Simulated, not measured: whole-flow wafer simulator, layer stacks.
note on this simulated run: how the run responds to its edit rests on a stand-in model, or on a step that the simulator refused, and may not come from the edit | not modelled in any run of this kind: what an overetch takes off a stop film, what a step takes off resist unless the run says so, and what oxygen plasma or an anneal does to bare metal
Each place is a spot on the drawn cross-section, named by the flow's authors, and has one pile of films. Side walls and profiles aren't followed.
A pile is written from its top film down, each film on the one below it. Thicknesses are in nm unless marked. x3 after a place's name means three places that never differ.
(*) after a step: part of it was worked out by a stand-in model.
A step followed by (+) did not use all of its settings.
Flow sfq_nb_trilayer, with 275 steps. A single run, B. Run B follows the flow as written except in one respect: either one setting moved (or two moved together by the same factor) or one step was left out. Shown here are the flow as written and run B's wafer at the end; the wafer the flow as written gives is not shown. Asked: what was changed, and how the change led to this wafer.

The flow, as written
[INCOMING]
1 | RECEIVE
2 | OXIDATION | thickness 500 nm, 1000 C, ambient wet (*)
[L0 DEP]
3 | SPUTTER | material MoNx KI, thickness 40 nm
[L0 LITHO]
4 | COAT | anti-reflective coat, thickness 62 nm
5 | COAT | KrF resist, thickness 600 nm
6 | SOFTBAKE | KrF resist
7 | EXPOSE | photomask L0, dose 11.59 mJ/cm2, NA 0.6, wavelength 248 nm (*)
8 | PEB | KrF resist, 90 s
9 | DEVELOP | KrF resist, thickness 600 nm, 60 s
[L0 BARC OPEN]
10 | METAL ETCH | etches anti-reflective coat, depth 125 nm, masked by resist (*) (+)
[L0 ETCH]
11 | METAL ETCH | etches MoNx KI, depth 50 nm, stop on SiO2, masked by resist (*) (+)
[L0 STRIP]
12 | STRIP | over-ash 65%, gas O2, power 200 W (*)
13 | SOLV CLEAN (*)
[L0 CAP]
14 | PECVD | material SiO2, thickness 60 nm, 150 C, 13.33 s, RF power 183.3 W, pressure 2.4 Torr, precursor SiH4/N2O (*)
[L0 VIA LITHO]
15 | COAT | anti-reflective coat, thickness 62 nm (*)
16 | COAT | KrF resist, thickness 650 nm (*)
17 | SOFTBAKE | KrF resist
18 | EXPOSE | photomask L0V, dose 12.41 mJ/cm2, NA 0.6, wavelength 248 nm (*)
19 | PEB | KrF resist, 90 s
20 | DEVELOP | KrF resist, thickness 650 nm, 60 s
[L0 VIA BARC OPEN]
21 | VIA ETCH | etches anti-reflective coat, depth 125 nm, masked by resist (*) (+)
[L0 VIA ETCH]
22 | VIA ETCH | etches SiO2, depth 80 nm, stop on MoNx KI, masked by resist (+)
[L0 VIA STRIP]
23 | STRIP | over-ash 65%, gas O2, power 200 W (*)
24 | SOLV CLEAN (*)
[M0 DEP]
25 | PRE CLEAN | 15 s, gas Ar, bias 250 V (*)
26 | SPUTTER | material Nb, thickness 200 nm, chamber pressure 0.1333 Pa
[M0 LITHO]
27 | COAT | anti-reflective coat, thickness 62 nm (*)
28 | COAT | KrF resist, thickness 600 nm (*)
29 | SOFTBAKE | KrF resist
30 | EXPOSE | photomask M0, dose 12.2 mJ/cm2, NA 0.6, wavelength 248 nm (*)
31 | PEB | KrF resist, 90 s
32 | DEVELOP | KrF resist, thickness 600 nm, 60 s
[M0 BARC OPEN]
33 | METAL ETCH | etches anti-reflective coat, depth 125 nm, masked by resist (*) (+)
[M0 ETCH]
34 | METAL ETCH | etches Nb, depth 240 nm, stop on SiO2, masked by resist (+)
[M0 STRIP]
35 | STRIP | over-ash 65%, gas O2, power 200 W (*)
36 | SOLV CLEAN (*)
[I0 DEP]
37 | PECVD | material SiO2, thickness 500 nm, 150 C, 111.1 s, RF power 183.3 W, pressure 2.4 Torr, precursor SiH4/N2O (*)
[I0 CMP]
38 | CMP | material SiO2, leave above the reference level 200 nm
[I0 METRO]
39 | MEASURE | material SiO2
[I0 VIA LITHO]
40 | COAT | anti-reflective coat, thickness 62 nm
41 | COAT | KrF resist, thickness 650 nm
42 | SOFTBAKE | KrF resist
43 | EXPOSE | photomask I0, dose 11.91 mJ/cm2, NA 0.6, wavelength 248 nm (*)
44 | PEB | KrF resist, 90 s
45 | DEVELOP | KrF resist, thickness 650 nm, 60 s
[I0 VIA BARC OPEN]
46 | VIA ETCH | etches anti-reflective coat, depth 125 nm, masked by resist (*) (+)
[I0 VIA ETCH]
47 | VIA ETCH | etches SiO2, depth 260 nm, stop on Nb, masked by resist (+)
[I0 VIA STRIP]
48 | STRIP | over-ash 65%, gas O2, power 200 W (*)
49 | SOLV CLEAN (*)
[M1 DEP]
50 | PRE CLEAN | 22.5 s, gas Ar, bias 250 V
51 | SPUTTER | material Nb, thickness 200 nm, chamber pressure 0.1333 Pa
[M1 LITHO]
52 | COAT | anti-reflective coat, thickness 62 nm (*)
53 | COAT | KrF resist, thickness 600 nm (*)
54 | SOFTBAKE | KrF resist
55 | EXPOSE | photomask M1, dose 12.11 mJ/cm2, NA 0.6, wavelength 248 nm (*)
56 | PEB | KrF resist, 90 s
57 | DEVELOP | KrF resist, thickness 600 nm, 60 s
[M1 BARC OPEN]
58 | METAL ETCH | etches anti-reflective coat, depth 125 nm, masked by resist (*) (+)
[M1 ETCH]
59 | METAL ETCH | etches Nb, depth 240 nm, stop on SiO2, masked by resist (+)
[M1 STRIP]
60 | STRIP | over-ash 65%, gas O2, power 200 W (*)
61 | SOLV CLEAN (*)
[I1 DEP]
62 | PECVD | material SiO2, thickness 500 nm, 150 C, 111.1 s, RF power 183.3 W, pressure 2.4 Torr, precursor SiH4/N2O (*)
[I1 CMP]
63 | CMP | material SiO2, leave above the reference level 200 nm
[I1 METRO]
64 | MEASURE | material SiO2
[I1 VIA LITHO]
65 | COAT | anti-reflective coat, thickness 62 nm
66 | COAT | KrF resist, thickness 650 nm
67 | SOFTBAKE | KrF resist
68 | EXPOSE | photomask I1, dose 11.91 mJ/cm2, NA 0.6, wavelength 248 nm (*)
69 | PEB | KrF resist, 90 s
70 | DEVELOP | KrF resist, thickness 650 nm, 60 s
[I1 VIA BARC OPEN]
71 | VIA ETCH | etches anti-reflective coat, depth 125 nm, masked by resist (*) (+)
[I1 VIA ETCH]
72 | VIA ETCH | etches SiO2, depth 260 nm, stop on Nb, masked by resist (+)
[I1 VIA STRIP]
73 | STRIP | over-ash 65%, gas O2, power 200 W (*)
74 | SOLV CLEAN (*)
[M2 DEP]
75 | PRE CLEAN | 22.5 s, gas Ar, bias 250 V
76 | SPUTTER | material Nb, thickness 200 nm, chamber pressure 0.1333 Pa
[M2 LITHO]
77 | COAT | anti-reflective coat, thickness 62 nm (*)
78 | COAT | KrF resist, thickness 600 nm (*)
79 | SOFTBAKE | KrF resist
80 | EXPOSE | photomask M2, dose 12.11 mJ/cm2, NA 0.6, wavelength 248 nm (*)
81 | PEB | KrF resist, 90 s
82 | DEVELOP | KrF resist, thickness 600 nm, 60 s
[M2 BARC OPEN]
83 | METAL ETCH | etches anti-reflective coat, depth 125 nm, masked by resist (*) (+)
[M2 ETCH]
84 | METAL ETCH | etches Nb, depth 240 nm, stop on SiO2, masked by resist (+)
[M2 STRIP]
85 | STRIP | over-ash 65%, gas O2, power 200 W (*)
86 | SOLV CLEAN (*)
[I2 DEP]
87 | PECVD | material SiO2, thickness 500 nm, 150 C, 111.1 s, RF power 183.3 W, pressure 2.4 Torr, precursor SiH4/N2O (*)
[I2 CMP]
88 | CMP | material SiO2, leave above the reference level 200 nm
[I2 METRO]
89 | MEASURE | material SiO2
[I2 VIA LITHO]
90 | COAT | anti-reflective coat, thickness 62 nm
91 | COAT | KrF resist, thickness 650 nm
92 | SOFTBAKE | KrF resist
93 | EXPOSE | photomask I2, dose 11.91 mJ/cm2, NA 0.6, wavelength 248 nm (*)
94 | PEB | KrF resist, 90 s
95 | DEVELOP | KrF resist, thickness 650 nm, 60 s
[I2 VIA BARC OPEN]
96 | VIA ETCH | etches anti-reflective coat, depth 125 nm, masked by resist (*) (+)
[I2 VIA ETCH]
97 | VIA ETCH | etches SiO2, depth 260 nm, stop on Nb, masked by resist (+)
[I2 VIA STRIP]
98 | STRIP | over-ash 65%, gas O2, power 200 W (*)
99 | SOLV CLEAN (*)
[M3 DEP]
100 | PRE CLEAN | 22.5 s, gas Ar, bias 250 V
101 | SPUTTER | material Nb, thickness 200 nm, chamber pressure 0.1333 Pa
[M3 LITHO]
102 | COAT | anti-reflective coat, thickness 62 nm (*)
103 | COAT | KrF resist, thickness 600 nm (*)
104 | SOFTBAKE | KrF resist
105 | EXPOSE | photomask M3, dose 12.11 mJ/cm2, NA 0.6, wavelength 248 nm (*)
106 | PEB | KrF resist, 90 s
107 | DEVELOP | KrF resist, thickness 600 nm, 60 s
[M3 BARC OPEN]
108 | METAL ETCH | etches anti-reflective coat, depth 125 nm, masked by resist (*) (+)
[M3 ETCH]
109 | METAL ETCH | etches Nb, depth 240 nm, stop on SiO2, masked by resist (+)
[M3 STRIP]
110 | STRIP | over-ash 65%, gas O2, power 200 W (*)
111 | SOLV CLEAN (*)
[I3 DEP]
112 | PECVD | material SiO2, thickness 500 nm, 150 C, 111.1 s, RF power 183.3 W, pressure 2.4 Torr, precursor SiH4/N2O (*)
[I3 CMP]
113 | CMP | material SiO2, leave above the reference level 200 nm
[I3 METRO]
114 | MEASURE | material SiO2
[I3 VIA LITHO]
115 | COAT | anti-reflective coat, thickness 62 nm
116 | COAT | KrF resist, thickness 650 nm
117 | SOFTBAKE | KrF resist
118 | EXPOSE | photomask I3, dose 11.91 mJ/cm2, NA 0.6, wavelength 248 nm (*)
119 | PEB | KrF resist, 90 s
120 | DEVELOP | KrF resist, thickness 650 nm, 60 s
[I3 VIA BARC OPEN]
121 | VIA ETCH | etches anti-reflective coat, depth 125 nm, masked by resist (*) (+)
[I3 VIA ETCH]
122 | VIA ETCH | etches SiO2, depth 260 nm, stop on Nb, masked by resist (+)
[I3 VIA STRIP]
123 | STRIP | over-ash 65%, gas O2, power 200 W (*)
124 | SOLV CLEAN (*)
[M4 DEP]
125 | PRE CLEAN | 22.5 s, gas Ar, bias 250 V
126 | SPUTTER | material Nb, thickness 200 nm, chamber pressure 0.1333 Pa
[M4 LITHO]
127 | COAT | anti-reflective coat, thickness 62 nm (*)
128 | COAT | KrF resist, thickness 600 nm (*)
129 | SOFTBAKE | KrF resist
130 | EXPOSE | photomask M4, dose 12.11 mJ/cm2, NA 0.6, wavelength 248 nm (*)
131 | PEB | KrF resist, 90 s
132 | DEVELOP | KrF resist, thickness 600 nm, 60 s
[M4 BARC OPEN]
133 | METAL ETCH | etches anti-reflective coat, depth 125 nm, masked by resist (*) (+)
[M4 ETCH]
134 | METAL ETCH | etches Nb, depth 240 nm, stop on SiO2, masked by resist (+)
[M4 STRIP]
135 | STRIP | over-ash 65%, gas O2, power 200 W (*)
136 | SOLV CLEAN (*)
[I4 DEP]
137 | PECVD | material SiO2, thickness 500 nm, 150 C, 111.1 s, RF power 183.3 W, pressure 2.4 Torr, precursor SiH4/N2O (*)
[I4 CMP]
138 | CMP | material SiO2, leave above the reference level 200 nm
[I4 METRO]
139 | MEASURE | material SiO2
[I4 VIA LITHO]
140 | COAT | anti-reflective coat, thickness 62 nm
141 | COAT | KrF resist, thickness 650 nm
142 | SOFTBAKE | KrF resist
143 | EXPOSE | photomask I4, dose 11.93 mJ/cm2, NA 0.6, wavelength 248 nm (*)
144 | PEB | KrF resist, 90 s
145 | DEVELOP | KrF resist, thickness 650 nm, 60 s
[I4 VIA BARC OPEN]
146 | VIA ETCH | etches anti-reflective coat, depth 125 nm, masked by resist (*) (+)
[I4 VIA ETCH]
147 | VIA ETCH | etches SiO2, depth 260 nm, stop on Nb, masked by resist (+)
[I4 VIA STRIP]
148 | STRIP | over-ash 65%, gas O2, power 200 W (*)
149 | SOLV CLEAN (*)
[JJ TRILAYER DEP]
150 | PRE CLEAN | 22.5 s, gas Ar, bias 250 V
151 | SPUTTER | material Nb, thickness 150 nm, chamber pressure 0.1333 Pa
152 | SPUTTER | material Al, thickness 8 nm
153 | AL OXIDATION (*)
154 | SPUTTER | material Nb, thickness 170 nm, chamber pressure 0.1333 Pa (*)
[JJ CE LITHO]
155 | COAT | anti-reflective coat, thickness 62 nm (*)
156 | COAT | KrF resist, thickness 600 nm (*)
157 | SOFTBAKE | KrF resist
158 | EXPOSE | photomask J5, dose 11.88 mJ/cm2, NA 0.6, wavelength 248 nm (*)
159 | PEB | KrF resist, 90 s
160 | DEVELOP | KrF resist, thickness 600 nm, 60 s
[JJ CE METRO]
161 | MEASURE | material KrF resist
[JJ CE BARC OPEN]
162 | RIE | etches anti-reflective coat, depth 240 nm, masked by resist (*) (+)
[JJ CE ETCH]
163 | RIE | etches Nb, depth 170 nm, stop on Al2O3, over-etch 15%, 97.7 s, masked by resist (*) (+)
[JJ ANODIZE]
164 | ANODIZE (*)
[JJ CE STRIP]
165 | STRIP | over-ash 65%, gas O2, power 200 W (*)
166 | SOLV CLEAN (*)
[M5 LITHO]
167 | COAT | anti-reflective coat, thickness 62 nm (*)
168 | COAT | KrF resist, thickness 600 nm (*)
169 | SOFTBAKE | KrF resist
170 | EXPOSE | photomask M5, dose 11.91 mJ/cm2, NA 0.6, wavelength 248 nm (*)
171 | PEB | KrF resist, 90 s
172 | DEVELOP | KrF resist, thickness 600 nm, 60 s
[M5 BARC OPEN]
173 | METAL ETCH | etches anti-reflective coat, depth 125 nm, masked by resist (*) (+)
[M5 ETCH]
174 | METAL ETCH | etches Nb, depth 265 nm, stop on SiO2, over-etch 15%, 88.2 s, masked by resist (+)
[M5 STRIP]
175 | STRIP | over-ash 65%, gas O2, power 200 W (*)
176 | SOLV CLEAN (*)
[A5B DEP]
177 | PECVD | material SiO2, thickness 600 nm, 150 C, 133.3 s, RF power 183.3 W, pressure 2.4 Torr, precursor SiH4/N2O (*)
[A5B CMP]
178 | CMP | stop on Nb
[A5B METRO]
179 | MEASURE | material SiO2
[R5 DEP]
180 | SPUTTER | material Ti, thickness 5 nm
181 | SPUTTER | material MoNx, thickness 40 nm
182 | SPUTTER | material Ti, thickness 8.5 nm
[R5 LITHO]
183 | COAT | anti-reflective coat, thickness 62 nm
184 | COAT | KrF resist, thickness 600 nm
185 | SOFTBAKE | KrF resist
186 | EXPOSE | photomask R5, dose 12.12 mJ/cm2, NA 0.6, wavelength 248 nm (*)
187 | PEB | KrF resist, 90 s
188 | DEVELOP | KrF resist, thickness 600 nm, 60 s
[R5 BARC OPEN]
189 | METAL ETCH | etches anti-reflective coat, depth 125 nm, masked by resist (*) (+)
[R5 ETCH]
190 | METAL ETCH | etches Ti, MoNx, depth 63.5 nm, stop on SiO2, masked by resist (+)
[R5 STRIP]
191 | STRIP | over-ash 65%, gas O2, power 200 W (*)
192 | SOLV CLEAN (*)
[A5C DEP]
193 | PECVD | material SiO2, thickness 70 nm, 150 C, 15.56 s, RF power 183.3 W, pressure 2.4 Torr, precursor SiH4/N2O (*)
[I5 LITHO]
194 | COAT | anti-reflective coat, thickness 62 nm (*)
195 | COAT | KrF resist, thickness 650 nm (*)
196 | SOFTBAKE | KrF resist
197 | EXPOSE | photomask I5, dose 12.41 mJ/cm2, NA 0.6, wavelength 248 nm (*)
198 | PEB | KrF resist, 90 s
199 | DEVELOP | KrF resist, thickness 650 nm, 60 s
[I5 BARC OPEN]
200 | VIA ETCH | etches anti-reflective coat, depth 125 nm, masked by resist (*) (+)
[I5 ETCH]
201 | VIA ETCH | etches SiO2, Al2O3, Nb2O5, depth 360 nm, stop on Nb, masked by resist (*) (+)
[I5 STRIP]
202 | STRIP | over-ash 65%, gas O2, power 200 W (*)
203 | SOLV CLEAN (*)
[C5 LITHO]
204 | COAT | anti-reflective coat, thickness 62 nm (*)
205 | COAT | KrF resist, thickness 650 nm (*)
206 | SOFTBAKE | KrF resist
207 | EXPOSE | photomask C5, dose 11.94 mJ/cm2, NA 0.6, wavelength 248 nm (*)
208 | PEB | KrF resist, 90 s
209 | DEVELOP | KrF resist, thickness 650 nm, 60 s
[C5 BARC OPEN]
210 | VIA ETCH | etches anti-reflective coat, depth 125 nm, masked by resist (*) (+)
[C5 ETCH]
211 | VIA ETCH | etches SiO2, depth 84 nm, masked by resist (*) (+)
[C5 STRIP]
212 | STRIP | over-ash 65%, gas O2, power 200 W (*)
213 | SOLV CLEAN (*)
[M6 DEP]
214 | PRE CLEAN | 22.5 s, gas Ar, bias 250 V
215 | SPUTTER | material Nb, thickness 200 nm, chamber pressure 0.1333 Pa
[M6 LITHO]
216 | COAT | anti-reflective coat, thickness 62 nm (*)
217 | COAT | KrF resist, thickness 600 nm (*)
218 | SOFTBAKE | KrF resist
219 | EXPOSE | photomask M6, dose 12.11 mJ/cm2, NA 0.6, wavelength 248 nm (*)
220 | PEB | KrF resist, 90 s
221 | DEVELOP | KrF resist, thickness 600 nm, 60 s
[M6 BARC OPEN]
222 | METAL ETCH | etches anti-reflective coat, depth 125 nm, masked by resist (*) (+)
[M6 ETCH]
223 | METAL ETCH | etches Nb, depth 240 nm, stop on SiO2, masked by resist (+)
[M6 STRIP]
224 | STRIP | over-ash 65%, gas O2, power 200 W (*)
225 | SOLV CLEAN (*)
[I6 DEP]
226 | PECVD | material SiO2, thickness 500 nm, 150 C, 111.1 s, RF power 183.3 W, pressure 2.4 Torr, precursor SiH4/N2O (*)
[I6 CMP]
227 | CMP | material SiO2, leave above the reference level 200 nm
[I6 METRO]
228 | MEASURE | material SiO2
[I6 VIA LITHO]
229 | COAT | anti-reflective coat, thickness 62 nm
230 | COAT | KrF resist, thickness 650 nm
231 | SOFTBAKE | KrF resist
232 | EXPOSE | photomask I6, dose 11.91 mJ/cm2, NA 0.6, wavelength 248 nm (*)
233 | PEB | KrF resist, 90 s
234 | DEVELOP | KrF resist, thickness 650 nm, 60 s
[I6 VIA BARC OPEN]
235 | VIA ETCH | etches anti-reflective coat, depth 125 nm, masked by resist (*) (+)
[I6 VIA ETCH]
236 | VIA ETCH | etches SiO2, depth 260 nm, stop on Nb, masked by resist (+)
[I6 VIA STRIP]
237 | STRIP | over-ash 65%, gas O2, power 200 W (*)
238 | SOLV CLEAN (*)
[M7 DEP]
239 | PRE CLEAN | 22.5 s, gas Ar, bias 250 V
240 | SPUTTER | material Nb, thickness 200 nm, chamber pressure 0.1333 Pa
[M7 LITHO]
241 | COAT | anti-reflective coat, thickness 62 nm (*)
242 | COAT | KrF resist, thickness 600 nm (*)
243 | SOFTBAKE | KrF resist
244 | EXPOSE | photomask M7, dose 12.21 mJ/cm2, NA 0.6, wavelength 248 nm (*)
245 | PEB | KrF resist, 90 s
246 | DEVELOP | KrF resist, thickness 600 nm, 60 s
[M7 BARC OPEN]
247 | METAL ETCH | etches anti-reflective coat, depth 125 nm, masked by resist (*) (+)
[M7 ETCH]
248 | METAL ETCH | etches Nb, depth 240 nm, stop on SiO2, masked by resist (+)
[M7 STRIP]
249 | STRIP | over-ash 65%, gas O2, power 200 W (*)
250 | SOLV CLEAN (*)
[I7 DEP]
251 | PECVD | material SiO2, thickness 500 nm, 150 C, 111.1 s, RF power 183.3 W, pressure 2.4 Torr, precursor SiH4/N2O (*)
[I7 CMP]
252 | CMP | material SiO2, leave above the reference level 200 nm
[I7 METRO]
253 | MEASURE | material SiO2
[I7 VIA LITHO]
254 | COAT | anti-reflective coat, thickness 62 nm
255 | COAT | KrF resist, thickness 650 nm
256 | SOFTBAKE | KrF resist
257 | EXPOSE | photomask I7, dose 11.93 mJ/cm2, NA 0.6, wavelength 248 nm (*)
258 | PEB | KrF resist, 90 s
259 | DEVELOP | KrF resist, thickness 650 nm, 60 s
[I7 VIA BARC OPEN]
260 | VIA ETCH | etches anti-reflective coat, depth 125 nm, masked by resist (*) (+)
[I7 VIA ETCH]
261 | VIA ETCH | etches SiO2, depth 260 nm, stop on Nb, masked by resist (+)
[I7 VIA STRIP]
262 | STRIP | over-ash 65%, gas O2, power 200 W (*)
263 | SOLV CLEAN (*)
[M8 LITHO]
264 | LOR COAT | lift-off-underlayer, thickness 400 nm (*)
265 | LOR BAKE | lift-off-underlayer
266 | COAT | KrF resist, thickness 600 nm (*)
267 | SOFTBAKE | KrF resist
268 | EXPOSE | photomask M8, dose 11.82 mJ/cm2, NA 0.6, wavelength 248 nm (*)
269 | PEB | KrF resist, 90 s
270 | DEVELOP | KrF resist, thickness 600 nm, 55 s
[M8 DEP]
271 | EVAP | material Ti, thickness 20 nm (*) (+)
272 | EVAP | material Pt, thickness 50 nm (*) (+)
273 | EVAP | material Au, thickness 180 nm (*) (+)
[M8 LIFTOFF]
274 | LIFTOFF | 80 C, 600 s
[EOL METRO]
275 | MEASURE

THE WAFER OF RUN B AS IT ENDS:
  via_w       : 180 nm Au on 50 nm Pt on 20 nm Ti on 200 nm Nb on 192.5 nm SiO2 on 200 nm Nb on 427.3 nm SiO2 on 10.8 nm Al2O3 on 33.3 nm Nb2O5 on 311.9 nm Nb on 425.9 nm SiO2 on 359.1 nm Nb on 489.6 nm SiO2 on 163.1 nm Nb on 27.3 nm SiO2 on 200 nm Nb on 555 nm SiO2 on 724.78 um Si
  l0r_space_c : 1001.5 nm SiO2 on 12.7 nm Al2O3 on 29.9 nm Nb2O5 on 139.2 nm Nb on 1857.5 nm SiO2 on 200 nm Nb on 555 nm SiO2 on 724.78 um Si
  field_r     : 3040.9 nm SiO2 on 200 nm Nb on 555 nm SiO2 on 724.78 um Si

The reason: step 38, CMP: leave above the reference level 295 nm was run, while the flow as written has leave above the reference level 200 nm.

The path from the change to this, step by step:
  38 | CMP | material SiO2, leave above the reference level 200 nm
      v_sur, via_wl, via_w and 94 more: SiO2 loses 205 (as written it would have been: SiO2 loses 300)
      field_l, l0_sur, l0r_line_l, l0r_line_c, l0r_line_r: SiO2 loses 245 (as written it would have been: SiO2 loses 340)
      (also at 4 further places)
  47 | VIA ETCH | etches SiO2, depth 260 nm, stop on Nb, masked by resist (+)
      via_w: SiO2 loses 260 (as written it would have been: SiO2 loses 199.8 (all of it))
  50 | PRE CLEAN | 22.5 s, gas Ar, bias 250 V
      via_w: SiO2 loses 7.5 (as written it would have been: Nb loses 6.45)
  51 | SPUTTER | material Nb, thickness 200 nm, chamber pressure 0.1333 Pa
      via_w: Nb gains 163.1 (new film) (as written it would have been: Nb gains 174.5)
  52 | COAT | anti-reflective coat, thickness 62 nm (*)
      via_w: anti-reflective coat gains 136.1 (new film) (as written it would have been: anti-reflective coat gains 123.1 (new film))
      via_wr: anti-reflective coat gains 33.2 (new film) (as written it would have been: anti-reflective coat gains 34.9 (new film))
  53 | COAT | KrF resist, thickness 600 nm (*)
      via_w: KrF resist gains 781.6 (new film) (as written it would have been: KrF resist gains 731.8 (new film))
  60 | STRIP | over-ash 65%, gas O2, power 200 W (*)
      via_w: KrF resist loses 563.6 (all of it), anti-reflective coat loses 136.1 (all of it) (as written it would have been: KrF resist loses 513.8 (all of it), anti-reflective coat loses 123.1 (all of it))
      via_wr: KrF resist loses 378.6 (all of it), anti-reflective coat loses 33.2 (all of it) (as written it would have been: KrF resist loses 384.4 (all of it), anti-reflective coat loses 34.9 (all of it))
  62 | PECVD | material SiO2, thickness 500 nm, 150 C, 111.1 s, RF power 183.3 W, pressure 2.4 Torr, precursor SiH4/N2O (*)
      via_w: SiO2 gains 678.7 (new film) (as written it would have been: SiO2 gains 606 (new film))
With metal films that touch counted as one body, via_w has 6 bodies (between them, from the top down: SiO2 192.5; SiO2 427.3 / Al2O3 10.8 / Nb2O5 33.3; SiO2 425.9; SiO2 489.6; SiO2 27.3); the flow as written gives 5 bodies (between them, from the top down: SiO2 192.5; SiO2 427.3 / Al2O3 10.8 / Nb2O5 33.3; SiO2 425.9; SiO2 416.9).
